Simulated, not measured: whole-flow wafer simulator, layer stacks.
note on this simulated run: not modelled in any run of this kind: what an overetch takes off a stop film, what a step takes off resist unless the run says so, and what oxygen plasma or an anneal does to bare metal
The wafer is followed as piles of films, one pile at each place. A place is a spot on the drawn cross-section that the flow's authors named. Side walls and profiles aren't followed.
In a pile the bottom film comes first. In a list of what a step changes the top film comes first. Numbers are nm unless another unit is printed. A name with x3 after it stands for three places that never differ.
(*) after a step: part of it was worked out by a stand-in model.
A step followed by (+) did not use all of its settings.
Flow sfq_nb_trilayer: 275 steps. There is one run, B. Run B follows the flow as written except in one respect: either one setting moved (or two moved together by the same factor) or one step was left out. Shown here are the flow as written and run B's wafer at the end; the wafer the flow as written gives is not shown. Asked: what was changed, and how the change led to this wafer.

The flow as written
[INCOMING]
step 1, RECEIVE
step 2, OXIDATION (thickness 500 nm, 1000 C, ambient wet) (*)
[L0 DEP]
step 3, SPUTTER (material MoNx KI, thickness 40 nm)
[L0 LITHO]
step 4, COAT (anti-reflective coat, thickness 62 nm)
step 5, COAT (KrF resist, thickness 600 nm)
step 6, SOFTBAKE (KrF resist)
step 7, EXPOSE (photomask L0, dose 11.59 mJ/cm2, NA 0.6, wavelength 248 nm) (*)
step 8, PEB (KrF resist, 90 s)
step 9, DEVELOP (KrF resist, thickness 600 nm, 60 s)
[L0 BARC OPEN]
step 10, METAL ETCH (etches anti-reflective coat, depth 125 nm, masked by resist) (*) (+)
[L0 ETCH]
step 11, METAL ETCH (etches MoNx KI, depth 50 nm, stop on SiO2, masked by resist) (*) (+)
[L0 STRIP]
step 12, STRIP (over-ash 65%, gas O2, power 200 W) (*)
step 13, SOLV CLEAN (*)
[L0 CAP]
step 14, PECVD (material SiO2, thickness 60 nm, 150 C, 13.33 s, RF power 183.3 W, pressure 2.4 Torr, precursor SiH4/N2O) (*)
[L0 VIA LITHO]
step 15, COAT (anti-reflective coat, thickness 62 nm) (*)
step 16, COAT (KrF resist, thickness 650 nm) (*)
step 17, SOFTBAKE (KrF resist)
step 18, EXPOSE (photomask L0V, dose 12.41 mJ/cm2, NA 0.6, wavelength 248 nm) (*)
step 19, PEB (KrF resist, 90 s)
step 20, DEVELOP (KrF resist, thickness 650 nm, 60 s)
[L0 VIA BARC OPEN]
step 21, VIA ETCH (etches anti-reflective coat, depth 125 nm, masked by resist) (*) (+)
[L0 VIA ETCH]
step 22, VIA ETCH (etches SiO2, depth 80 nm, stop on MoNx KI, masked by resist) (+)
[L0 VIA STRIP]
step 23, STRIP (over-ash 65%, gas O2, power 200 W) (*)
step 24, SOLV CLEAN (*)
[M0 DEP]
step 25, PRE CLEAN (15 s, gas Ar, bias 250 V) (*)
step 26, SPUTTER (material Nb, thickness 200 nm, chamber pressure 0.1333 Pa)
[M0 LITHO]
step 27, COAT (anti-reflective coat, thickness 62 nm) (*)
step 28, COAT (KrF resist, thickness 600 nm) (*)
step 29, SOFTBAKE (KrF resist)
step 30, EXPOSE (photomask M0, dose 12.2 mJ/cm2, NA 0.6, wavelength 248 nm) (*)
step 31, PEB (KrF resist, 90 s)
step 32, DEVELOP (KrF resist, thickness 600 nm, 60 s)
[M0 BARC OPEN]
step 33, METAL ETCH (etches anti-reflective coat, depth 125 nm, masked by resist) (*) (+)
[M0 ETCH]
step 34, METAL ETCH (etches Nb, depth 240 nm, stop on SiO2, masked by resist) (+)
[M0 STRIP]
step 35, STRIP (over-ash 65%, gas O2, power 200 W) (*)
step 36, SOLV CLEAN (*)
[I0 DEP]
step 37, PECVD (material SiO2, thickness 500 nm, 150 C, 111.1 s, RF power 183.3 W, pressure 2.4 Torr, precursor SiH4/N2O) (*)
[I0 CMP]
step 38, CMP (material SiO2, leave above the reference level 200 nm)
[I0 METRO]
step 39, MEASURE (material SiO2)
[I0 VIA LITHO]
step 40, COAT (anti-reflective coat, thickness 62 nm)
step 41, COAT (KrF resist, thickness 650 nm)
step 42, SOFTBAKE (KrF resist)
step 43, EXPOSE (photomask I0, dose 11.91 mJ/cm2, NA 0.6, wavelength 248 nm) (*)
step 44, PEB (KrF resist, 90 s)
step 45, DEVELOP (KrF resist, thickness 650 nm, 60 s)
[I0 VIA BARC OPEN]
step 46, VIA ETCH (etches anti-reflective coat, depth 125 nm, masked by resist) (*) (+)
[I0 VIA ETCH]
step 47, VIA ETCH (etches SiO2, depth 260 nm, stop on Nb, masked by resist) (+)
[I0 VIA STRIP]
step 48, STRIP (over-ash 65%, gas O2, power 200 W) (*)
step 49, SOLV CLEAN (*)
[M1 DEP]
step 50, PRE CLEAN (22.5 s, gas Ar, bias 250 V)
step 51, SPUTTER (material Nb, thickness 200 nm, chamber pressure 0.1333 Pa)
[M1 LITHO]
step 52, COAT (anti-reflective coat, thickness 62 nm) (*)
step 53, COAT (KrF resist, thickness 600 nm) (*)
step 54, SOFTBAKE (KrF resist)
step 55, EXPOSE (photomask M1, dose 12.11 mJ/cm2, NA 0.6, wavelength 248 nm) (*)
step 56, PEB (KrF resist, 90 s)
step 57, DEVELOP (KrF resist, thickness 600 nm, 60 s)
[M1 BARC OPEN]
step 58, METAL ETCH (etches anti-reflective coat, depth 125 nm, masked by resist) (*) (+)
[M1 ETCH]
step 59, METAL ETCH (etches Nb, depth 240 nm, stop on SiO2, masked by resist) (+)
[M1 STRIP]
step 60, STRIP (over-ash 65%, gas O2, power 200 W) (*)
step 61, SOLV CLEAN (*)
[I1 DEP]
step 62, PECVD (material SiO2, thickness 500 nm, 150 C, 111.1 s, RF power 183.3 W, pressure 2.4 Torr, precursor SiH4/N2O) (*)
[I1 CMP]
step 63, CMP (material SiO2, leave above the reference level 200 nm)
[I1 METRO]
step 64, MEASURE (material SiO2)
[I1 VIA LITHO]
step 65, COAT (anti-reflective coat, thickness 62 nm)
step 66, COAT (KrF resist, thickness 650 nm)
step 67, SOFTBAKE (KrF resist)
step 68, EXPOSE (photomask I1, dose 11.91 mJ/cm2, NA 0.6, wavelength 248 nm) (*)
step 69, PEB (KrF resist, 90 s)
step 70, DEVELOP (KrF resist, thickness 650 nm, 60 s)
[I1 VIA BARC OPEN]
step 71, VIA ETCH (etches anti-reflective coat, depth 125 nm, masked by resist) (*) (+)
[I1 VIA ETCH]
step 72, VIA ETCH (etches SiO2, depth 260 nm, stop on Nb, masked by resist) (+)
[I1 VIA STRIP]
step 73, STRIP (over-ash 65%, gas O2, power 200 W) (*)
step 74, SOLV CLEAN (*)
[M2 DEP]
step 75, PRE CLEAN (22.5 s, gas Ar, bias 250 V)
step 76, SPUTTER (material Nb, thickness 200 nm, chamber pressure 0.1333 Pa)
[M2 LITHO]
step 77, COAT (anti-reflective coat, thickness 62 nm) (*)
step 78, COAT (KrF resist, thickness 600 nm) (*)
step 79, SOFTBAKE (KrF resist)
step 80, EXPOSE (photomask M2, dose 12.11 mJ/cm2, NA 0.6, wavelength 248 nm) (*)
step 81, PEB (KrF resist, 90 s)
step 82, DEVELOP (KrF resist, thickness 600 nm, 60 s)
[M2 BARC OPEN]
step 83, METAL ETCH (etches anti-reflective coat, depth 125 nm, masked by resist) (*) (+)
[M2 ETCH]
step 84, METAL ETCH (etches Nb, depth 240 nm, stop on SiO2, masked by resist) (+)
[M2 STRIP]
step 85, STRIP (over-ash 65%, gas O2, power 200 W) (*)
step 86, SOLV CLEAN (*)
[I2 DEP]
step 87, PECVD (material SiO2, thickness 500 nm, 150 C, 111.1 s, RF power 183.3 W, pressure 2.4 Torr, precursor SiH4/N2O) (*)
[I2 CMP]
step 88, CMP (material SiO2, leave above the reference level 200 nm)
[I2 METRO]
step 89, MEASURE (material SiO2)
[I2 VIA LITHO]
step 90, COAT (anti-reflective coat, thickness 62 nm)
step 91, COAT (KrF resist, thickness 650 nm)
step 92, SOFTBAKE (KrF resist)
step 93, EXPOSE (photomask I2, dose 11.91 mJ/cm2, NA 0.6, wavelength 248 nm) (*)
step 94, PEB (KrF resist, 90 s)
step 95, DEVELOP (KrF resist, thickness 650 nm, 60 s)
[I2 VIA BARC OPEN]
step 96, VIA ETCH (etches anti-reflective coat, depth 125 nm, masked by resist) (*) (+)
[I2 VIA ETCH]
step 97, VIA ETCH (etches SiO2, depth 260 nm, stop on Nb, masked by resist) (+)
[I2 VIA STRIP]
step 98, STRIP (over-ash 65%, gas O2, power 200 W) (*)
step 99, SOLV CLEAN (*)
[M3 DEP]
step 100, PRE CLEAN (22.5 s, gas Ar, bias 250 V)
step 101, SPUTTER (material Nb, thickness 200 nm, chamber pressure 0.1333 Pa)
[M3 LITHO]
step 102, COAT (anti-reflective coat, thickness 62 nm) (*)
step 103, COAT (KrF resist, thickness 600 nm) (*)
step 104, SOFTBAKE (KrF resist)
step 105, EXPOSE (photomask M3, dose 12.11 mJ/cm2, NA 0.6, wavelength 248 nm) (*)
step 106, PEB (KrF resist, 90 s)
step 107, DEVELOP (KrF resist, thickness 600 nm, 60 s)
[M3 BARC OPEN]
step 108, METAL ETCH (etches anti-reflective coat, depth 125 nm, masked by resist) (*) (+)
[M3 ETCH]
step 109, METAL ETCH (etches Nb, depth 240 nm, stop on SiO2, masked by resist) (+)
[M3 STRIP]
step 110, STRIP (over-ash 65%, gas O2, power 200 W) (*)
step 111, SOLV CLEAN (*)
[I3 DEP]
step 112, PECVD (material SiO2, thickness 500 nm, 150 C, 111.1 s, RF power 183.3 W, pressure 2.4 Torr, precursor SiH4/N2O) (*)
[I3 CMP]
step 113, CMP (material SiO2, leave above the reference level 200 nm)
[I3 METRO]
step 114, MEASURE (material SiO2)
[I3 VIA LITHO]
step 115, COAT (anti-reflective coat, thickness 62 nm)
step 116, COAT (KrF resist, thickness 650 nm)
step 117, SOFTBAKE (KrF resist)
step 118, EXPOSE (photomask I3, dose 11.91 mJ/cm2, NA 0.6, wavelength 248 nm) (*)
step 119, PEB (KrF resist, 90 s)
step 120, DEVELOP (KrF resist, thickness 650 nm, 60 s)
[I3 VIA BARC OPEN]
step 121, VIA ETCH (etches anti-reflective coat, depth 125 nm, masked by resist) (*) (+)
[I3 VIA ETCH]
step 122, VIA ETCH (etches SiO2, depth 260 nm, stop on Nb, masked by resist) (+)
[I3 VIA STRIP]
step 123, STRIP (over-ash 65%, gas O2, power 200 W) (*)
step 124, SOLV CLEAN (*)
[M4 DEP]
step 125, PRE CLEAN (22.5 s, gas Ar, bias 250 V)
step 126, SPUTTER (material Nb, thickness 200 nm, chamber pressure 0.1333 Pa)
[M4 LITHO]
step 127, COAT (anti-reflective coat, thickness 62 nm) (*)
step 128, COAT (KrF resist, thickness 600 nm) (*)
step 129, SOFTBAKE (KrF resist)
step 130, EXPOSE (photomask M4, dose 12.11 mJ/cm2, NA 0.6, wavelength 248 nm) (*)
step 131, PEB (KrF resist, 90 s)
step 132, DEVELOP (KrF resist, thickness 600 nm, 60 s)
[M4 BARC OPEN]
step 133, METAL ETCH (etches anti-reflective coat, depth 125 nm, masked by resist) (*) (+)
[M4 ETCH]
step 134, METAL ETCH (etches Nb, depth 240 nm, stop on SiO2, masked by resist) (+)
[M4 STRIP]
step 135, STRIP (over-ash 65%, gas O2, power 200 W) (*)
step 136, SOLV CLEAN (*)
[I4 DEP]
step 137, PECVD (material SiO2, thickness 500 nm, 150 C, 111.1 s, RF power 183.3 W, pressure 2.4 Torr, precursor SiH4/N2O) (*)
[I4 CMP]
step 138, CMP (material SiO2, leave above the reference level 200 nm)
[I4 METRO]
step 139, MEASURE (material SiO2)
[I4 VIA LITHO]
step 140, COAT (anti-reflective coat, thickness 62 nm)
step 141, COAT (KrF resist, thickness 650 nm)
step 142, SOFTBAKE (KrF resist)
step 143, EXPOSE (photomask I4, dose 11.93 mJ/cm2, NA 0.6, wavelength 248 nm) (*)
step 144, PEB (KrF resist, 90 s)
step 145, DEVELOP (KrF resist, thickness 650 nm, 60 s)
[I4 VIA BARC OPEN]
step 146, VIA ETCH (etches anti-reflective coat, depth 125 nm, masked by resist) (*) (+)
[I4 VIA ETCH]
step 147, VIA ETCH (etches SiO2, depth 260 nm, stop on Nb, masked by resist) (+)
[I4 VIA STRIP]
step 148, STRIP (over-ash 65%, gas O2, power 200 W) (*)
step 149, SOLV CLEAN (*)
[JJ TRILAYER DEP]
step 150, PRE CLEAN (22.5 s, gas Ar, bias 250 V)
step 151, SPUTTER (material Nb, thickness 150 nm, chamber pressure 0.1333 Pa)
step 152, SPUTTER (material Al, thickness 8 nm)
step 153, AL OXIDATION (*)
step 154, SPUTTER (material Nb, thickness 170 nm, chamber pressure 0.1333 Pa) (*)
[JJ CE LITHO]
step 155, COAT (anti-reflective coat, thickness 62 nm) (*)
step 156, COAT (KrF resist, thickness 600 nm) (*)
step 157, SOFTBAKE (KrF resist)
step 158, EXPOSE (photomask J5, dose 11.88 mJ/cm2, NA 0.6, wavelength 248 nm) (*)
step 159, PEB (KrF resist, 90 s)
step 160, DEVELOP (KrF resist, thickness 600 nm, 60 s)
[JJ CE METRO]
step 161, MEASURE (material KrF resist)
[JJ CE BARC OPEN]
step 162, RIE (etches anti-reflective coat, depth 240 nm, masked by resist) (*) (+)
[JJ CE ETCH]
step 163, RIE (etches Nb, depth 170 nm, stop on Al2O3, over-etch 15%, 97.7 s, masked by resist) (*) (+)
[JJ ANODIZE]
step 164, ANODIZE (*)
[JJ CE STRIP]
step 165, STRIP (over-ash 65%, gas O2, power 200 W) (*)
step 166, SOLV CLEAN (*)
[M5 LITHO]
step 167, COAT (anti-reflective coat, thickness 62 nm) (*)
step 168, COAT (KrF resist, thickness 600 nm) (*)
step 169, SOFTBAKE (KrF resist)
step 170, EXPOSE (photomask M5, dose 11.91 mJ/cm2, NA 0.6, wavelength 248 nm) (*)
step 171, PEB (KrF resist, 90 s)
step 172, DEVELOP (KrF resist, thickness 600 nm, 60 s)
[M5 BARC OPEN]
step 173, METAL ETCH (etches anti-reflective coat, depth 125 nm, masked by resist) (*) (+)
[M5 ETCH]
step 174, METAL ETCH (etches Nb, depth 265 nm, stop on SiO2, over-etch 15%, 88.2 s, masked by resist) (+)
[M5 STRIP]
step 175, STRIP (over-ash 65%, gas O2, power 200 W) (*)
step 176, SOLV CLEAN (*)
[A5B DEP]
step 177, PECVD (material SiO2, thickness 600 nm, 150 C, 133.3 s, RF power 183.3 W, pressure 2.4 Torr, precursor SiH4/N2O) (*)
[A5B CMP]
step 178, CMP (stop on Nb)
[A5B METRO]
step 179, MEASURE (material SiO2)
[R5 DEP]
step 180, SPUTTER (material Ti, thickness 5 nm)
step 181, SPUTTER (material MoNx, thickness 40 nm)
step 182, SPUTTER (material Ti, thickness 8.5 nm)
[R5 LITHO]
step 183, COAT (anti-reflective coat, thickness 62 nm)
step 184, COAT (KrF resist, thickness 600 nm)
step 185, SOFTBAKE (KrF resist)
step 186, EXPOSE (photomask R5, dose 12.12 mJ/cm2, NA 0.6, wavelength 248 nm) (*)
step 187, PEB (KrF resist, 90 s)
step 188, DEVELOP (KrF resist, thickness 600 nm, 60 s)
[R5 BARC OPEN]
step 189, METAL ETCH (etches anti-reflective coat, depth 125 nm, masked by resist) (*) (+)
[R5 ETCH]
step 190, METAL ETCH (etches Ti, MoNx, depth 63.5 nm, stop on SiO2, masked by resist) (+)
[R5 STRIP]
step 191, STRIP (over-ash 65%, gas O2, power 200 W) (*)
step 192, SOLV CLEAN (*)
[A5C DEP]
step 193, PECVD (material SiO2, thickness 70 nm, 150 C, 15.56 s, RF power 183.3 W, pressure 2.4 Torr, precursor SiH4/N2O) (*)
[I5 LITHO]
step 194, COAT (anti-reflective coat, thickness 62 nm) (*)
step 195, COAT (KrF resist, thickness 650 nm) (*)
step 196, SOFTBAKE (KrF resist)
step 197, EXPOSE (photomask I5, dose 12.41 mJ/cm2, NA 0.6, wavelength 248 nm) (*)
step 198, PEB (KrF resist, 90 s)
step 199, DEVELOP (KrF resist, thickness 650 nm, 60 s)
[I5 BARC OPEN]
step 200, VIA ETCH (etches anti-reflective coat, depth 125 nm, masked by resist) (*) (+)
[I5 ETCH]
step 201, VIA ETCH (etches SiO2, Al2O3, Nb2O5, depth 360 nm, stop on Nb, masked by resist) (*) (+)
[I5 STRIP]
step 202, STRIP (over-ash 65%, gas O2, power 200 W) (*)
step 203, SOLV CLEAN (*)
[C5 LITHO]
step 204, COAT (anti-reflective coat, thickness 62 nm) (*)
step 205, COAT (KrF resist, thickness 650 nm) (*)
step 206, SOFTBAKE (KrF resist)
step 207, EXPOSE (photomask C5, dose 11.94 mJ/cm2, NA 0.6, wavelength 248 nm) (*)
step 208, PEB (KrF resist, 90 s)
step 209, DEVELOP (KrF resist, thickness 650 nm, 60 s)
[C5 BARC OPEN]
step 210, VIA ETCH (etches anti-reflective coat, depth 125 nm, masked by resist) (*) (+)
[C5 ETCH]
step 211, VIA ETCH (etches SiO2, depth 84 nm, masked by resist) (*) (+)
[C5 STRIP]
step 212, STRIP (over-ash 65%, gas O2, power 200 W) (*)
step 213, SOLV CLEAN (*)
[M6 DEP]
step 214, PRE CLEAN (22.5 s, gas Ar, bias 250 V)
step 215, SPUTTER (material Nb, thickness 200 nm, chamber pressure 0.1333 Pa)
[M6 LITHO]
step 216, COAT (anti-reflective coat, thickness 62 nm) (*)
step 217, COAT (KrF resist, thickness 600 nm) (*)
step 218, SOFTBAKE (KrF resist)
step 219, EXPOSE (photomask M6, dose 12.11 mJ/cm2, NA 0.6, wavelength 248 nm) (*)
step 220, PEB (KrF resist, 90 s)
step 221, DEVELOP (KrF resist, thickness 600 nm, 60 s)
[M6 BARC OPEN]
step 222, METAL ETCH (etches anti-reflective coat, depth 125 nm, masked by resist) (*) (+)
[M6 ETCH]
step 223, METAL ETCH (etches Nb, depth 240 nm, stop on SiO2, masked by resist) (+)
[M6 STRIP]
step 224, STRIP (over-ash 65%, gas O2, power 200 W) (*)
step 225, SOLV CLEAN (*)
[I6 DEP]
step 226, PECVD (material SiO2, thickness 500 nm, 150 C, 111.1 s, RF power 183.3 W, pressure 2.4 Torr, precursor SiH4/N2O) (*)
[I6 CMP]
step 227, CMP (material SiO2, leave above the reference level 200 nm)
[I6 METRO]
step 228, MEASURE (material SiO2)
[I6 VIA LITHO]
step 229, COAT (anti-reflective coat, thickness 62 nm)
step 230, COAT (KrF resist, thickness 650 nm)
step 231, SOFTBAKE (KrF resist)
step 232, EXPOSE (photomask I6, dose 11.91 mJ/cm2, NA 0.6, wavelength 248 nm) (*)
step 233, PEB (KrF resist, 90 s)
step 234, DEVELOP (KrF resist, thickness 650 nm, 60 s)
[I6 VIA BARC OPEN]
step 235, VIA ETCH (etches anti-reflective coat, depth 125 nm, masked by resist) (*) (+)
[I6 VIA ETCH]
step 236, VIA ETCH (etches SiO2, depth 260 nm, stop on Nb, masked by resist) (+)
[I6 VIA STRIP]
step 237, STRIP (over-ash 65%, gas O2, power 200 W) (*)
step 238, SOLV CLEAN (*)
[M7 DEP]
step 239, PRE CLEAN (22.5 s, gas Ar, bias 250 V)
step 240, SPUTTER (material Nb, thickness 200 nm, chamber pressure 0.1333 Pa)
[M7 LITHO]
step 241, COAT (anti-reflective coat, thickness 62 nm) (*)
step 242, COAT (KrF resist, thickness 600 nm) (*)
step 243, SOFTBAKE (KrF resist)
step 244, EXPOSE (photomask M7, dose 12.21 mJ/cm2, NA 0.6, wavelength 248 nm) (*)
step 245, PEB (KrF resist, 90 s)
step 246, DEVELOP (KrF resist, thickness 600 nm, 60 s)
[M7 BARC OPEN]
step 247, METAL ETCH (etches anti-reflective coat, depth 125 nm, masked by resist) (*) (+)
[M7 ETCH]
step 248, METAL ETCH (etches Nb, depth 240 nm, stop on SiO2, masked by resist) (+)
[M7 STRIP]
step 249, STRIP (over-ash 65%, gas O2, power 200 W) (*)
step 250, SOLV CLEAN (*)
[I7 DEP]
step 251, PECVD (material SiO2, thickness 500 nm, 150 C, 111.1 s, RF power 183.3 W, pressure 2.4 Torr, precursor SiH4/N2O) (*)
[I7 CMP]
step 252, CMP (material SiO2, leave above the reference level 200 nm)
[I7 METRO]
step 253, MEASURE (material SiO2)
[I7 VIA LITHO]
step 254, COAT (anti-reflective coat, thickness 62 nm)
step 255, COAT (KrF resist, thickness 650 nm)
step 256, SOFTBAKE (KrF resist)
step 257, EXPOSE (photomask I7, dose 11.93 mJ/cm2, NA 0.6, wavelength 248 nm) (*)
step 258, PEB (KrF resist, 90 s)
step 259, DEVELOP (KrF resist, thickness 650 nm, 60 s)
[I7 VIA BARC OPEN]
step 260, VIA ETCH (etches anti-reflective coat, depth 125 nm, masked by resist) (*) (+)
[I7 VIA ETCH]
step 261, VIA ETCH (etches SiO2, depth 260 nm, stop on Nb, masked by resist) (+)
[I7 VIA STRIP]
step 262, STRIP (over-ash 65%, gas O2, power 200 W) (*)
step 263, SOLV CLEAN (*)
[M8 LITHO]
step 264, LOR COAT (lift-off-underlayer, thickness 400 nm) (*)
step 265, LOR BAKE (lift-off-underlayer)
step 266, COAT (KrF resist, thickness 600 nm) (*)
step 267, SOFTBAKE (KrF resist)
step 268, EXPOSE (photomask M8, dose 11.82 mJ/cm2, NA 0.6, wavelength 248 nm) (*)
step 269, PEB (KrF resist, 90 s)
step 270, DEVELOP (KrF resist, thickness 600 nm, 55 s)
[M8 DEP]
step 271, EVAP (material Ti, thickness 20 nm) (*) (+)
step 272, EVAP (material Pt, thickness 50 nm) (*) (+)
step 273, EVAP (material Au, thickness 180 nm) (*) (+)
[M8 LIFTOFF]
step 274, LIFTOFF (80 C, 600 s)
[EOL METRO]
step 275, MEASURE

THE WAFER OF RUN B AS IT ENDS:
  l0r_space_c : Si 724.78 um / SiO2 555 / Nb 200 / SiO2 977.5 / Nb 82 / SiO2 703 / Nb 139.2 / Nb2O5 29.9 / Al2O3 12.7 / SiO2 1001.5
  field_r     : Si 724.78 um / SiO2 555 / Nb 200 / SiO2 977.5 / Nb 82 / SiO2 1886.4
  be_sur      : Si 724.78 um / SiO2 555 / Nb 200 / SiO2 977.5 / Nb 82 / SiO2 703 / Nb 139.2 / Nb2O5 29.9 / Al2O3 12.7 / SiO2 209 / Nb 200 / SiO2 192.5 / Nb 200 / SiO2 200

What caused this: step 109, METAL ETCH: depth 118 nm was run, while the flow as written has depth 240 nm.

How this came from the change, step by step:
  step 109, METAL ETCH (etches Nb, depth 240 nm, stop on SiO2, masked by resist) (+)
      field_l, be, be_sur and 72 more: -118 Nb (it would be, as written: -200 Nb (all of it))
      v_sur, via_wl, via_w and 28 more: -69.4 KrF resist (it would be, as written: -141.2 KrF resist)
  step 110, STRIP (over-ash 65%, gas O2, power 200 W) (*)
      p4_w1, p4_w2, p4_w3 and 21 more: -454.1 KrF resist (all of it), -62 anti-reflective coat (all of it) (it would be, as written: -382.4 KrF resist (all of it), -62 anti-reflective coat (all of it))
      via_wl, via_wr: -456 KrF resist (all of it), -34.2 anti-reflective coat (all of it) (it would be, as written: -384.2 KrF resist (all of it), -34.2 anti-reflective coat (all of it))
      (as well as at 5 more places)
  step 112, PECVD (material SiO2, thickness 500 nm, 150 C, 111.1 s, RF power 183.3 W, pressure 2.4 Torr, precursor SiH4/N2O) (*)
      field_l, be, be_sur and 64 more: +500 SiO2 (new film) (it would be, as written: +500 SiO2)
      p4_g1, p4_g2, p3_s0, p3_s1, p3_s2, p3_s3, p3_s4, p3_s5: +500 SiO2 (new film) (it would be, as written: +557.1 SiO2)
  step 113, CMP (material SiO2, leave above the reference level 200 nm)
      field_l, be, be_sur and 64 more: -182 SiO2 (it would be, as written: -100 SiO2)
      p4_g1, p4_g2, p3_s0, p3_s1, p3_s2, p3_s3, p3_s4, p3_s5: -182 SiO2 (it would be, as written: -157.1 SiO2)
Taking metal films that touch as one body, l0r_space_c has 3 bodies (between them, from the top down: SiO2 703; SiO2 977.5); the flow as written gives 2 bodies (between them, from the top down: SiO2 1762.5).
Taking metal films that touch as one body, field_r has 2 bodies (between them, from the top down: SiO2 977.5); the flow as written gives 1 body.
Taking metal films that touch as one body, be_sur has 5 bodies (between them, from the top down: SiO2 192.5; SiO2 209 / Al2O3 12.7 / Nb2O5 29.9; SiO2 703; SiO2 977.5); the flow as written gives 4 bodies (between them, from the top down: SiO2 192.5; SiO2 209 / Al2O3 12.7 / Nb2O5 29.9; SiO2 1762.5).
